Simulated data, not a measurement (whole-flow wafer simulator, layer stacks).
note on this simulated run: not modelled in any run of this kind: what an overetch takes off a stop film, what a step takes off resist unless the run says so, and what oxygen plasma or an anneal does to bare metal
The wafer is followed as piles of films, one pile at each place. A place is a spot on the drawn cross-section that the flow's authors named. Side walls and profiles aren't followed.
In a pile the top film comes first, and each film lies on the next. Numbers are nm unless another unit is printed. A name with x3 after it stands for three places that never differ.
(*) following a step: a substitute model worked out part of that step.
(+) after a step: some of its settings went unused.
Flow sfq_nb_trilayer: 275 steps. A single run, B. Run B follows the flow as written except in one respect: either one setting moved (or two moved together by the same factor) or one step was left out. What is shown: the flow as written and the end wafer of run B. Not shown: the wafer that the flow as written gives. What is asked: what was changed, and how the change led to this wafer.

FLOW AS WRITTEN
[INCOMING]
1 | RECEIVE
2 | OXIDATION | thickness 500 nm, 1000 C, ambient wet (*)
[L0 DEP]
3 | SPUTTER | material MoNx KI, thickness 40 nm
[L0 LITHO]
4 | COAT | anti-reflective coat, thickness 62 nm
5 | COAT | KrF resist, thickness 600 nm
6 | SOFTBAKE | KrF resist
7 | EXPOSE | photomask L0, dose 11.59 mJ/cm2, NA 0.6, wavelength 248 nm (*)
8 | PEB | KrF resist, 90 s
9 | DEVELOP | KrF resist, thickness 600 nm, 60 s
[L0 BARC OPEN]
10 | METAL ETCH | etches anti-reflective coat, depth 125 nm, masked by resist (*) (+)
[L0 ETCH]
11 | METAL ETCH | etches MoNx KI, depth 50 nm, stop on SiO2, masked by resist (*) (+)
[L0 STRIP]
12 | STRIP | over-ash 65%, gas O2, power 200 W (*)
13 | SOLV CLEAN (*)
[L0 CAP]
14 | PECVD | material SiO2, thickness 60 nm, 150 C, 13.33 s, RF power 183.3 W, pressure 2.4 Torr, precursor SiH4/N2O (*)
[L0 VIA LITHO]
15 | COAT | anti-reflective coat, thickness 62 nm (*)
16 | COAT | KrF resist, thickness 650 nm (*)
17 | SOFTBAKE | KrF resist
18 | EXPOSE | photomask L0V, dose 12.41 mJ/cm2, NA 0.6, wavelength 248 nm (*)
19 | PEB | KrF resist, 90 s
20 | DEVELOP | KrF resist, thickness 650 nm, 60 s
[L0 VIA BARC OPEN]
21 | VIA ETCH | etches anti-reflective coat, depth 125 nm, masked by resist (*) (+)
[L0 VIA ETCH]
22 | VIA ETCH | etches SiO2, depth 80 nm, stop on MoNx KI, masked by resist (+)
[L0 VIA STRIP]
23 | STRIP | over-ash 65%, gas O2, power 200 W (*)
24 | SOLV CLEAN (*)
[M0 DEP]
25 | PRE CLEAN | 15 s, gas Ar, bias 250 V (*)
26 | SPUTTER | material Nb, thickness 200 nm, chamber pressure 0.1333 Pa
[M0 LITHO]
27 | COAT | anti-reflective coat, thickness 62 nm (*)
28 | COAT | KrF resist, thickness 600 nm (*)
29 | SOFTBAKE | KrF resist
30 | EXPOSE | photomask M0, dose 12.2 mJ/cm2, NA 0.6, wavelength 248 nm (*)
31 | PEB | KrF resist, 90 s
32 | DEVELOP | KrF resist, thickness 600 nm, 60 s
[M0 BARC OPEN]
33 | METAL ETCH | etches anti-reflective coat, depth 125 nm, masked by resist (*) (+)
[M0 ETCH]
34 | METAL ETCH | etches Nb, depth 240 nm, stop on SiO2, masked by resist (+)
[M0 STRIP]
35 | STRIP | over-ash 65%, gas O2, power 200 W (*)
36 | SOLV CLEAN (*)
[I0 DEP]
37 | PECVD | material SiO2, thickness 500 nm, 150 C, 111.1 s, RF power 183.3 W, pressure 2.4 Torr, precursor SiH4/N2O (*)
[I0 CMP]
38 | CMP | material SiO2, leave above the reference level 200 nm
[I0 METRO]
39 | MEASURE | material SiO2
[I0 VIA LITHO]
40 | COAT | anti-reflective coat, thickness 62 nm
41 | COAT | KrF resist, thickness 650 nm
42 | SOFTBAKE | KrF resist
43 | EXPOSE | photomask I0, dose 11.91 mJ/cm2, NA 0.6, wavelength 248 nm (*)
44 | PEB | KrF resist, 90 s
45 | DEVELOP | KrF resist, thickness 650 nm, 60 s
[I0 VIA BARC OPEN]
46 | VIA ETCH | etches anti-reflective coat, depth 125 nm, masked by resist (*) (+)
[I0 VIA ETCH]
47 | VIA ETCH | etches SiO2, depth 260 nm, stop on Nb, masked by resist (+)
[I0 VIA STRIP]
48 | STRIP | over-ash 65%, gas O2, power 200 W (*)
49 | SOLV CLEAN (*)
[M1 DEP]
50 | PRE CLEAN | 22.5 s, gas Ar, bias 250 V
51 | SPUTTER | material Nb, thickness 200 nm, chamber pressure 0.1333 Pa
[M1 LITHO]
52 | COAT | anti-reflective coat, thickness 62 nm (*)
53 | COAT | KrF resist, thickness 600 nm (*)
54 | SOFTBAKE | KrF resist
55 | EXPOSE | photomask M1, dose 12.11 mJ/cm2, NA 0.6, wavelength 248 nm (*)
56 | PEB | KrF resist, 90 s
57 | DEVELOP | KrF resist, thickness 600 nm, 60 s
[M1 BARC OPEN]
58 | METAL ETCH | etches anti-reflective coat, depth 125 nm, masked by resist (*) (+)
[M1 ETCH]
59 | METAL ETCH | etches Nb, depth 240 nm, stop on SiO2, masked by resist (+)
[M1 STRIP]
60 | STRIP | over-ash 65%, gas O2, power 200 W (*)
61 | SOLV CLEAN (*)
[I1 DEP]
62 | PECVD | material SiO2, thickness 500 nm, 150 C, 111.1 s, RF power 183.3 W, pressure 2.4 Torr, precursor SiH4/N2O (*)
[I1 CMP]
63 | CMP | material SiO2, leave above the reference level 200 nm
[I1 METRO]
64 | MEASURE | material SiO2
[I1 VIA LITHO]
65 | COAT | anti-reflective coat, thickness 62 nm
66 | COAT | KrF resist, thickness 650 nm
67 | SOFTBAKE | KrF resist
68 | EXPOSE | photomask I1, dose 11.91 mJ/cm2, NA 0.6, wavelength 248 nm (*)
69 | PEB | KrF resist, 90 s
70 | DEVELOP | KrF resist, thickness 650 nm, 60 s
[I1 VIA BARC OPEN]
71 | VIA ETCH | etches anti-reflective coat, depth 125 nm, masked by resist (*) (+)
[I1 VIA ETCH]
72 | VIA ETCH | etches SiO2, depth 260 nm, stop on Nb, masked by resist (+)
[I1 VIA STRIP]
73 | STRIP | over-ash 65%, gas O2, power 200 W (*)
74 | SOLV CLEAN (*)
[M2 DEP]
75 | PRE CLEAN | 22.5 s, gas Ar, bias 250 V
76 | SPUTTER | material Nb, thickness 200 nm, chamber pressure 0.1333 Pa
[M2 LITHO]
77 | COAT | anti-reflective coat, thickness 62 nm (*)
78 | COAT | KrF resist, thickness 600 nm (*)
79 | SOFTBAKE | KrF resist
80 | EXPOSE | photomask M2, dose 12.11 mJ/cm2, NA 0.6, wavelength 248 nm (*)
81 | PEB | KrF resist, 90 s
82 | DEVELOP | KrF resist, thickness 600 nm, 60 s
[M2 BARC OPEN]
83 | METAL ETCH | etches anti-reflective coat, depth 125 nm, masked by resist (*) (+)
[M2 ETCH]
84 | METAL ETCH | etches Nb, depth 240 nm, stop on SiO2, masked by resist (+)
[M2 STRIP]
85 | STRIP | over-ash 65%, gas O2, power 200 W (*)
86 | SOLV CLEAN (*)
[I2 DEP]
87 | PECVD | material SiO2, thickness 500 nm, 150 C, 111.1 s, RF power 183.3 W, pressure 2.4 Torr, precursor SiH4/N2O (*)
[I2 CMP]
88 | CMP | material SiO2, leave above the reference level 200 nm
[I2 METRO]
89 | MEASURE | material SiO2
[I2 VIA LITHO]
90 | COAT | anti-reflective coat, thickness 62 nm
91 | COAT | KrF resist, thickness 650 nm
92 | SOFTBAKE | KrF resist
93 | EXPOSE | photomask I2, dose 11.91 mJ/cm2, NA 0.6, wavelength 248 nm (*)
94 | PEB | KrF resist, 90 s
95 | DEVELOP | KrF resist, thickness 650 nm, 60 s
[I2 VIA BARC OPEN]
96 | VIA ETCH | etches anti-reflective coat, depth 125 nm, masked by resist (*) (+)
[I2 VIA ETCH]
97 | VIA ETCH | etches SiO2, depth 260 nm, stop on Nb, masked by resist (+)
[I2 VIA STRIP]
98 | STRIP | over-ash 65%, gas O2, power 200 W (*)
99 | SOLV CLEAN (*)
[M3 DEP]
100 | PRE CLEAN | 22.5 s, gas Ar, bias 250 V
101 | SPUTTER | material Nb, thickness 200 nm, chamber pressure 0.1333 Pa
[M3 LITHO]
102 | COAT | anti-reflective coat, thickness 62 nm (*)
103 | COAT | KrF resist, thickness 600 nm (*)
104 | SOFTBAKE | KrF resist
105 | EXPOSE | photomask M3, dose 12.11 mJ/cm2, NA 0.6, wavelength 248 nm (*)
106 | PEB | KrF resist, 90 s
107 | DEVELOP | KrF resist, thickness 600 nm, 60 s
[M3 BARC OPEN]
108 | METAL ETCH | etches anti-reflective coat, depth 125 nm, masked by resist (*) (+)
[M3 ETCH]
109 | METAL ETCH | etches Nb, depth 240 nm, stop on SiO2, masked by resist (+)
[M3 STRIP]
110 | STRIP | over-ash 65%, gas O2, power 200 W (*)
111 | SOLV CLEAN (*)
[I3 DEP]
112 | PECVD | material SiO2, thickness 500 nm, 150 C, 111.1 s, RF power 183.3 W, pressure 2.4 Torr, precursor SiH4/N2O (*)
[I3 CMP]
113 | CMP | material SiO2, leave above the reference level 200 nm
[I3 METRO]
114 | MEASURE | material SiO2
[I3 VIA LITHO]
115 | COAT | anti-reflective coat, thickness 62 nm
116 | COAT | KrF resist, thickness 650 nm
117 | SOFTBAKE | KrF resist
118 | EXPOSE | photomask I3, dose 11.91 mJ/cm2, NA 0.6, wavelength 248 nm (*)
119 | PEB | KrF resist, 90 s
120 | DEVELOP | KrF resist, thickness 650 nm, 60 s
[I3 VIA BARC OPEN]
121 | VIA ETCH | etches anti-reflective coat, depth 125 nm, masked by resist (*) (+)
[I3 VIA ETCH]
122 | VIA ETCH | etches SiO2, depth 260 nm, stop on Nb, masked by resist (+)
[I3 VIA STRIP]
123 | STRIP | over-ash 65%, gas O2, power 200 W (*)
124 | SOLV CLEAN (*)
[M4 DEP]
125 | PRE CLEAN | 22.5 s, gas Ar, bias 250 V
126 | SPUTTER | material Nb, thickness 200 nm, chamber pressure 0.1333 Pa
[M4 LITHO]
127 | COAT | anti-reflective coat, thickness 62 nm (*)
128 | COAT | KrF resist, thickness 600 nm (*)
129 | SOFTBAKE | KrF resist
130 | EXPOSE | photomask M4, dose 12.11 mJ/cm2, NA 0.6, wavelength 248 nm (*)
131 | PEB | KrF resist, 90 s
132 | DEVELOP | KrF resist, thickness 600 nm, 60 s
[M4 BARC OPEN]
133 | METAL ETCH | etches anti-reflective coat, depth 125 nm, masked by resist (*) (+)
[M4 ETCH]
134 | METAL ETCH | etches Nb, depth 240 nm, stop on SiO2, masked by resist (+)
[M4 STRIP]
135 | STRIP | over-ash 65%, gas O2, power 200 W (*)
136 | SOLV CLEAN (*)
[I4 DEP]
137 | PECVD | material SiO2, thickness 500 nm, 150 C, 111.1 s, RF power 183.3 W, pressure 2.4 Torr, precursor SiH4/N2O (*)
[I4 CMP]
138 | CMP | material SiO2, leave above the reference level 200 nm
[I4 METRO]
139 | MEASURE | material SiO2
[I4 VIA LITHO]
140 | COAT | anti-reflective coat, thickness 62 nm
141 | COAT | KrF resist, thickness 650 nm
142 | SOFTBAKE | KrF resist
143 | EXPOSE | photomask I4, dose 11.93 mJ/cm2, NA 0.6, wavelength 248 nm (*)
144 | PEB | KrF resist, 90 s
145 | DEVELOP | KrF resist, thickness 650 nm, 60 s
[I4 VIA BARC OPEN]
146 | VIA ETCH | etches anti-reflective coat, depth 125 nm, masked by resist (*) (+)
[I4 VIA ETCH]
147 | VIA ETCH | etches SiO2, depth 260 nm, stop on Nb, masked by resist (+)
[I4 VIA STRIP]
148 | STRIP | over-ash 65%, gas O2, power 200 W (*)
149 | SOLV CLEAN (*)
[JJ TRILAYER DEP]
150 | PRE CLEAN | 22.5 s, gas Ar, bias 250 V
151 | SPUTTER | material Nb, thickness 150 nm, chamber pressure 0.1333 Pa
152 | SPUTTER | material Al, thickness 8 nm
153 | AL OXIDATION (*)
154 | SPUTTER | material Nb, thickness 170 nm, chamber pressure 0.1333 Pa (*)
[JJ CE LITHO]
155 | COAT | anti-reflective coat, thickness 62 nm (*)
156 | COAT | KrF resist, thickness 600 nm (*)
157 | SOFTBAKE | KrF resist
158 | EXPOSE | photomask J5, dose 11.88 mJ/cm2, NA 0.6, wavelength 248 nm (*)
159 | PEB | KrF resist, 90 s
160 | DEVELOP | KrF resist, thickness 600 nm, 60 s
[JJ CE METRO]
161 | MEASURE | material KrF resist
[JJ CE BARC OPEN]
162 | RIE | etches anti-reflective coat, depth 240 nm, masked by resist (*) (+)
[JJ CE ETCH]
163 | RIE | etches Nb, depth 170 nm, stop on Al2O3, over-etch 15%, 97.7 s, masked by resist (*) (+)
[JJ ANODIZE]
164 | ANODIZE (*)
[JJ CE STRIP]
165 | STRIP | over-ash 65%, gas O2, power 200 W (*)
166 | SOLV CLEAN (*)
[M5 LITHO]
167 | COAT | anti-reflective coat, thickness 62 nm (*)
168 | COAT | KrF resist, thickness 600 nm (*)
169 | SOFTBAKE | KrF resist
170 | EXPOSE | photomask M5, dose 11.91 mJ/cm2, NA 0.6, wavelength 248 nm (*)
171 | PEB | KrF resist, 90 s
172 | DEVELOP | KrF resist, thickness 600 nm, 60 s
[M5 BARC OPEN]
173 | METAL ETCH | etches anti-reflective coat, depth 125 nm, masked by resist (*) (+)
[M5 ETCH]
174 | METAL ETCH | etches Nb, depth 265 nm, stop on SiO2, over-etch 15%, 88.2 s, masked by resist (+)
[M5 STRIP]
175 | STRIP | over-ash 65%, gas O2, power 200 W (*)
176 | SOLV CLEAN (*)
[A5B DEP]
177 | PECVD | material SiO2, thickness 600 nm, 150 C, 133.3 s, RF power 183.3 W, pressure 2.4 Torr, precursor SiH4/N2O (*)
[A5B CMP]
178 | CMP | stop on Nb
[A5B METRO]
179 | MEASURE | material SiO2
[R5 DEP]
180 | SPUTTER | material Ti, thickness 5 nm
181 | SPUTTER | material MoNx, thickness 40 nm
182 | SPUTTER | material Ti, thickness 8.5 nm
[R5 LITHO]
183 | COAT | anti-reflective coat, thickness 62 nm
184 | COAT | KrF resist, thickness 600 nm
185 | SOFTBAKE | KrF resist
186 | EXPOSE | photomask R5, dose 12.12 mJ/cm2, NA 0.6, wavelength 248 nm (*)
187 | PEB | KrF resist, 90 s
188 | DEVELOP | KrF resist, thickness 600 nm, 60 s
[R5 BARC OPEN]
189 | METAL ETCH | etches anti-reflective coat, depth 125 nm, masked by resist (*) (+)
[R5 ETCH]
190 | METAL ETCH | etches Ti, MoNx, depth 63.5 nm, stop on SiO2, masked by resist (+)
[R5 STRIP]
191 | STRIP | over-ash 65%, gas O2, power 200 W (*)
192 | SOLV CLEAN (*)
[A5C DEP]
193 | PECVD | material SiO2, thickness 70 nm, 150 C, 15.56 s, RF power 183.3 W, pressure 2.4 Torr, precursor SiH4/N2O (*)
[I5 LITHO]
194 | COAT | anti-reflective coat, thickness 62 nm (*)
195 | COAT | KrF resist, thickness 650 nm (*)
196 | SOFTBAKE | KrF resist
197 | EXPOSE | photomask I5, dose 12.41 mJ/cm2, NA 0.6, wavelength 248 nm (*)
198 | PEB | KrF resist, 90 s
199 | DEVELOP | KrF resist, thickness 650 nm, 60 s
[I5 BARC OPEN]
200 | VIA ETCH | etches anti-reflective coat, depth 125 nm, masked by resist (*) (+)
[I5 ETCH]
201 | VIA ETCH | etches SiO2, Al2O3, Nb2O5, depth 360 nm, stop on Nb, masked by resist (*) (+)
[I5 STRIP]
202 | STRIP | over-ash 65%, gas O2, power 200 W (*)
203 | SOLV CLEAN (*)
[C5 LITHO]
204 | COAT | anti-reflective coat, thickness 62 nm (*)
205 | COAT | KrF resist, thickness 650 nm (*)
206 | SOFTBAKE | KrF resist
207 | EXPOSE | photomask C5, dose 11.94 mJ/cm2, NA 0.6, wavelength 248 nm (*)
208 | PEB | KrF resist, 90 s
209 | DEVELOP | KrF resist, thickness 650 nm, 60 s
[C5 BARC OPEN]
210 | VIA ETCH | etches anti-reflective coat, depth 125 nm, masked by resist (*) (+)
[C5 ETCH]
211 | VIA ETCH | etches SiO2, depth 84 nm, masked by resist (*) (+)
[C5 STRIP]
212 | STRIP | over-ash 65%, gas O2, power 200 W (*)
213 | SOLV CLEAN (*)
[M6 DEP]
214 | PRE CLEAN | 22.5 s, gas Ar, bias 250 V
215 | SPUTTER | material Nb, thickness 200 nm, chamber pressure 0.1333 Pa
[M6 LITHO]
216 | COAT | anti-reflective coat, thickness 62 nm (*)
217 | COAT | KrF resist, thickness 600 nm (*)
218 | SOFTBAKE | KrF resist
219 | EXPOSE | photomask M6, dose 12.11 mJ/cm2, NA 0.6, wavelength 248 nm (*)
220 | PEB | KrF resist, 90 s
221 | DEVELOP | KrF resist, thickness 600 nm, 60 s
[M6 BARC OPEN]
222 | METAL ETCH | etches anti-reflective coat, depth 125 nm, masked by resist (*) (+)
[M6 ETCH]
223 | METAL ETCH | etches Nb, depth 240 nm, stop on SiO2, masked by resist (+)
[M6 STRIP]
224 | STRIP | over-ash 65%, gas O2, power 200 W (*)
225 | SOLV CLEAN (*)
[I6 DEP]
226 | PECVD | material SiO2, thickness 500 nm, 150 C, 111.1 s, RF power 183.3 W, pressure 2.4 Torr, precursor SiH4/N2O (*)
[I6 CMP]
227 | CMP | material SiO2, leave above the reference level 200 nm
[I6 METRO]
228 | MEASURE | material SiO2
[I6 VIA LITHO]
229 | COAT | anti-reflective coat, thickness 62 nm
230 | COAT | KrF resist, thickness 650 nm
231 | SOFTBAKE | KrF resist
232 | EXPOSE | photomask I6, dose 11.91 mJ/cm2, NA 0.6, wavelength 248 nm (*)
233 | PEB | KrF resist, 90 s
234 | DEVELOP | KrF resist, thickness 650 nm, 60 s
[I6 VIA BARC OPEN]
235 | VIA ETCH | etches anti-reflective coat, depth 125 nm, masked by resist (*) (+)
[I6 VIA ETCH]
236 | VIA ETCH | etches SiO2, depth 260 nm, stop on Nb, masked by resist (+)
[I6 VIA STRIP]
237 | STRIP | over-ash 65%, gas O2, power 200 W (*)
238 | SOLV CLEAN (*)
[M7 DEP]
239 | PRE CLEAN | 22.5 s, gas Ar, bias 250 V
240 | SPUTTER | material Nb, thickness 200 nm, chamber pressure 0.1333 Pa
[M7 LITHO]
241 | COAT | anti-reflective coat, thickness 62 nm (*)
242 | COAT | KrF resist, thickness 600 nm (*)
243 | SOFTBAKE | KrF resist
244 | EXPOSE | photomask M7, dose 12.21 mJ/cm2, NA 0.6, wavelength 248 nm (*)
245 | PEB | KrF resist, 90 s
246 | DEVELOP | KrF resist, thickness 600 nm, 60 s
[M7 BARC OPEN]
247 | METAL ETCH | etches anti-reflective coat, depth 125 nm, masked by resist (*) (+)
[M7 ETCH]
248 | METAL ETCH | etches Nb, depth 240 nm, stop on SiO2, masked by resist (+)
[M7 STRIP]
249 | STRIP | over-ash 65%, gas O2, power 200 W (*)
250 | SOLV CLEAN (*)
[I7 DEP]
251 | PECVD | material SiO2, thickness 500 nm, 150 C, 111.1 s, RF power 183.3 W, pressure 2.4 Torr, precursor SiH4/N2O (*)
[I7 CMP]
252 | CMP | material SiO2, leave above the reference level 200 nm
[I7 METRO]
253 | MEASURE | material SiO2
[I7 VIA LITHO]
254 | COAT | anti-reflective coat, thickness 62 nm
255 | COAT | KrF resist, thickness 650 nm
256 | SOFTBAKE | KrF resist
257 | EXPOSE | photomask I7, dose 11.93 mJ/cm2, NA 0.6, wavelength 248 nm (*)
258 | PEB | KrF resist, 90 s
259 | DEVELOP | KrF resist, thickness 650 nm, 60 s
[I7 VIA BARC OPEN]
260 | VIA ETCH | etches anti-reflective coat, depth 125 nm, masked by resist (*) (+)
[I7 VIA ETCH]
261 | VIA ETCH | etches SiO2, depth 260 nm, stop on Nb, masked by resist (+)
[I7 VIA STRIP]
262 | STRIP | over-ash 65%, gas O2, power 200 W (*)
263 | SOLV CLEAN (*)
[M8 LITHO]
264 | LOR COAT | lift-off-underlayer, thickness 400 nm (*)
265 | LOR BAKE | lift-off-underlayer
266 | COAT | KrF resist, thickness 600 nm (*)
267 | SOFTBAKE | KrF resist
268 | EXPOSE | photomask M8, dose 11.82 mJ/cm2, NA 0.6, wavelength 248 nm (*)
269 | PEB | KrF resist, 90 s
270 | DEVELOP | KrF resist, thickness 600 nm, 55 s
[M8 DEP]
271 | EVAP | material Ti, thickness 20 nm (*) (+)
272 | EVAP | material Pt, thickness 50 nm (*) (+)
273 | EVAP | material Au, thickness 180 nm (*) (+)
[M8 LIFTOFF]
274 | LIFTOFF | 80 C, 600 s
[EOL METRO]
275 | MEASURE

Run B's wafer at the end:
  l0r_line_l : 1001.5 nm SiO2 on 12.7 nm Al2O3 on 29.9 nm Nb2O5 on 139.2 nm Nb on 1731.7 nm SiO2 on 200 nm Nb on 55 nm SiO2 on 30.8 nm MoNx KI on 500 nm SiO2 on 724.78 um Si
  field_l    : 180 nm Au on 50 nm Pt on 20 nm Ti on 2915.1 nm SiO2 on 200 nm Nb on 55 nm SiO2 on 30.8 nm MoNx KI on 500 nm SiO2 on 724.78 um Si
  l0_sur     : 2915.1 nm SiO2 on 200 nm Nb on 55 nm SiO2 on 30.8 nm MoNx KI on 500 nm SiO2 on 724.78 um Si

The reason: step 3, SPUTTER: thickness 30.8 nm was run, while the flow as written has thickness 40 nm.
The wafer lets one read it off: l0r_line_l has MoNx KI 30.8, and step 3 as written asks for 40 nm.

How this came from the change, step by step:
  3 | SPUTTER | material MoNx KI, thickness 40 nm
      field_l, v_sur, via_wl and 103 more: +30.8 MoNx KI (new film) (in the flow as written it would be: +40 MoNx KI (new film))
  11 | METAL ETCH | etches MoNx KI, depth 50 nm, stop on SiO2, masked by resist (*) (+)
      v_sur, via_wl, via_w and 97 more: -30.8 MoNx KI (all of it) (in the flow as written it would be: -40 MoNx KI (all of it))
      field_l, l0_sur, l0v, l0r_line_l, l0r_line_c, l0r_line_r: -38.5 KrF resist (in the flow as written it would be: -41.7 KrF resist)
  15 | COAT | anti-reflective coat, thickness 62 nm (*)
      v_sur: +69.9 anti-reflective coat (new film) (in the flow as written it would be: +72.2 anti-reflective coat (new film))
      lsp_r: +66.7 anti-reflective coat (new film) (in the flow as written it would be: +68.1 anti-reflective coat (new film))
      (as well as at 2 more places)
  23 | STRIP | over-ash 65%, gas O2, power 200 W (*)
      v_sur: -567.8 KrF resist (all of it), -69.9 anti-reflective coat (all of it) (in the flow as written it would be: -570.5 KrF resist (all of it), -72.2 anti-reflective coat (all of it))
      lsp_r: -569.6 KrF resist (all of it), -66.7 anti-reflective coat (all of it) (in the flow as written it would be: -572.6 KrF resist (all of it), -68.1 anti-reflective coat (all of it))
      (as well as at 2 more places)
  27 | COAT | anti-reflective coat, thickness 62 nm (*)
      v_sur: +70 anti-reflective coat (new film) (in the flow as written it would be: +72.3 anti-reflective coat (new film))
      lsp_r: +66.4 anti-reflective coat (new film) (in the flow as written it would be: +67.8 anti-reflective coat (new film))
      (as well as at 1 more place)
  35 | STRIP | over-ash 65%, gas O2, power 200 W (*)
      v_sur: -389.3 KrF resist (all of it), -70 anti-reflective coat (all of it) (in the flow as written it would be: -391.6 KrF resist (all of it), -72.3 anti-reflective coat (all of it))
      lsp_r: -387 KrF resist (all of it), -66.4 anti-reflective coat (all of it) (in the flow as written it would be: -389.8 KrF resist (all of it), -67.8 anti-reflective coat (all of it))
      (as well as at 1 more place)
  38 | CMP | material SiO2, leave above the reference level 200 nm
      field_l, l0_sur, l0r_line_l, l0r_line_c, l0r_line_r: -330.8 SiO2 (in the flow as written it would be: -340 SiO2)
      l0v: -268.6 SiO2 (in the flow as written it would be: -277.8 SiO2)
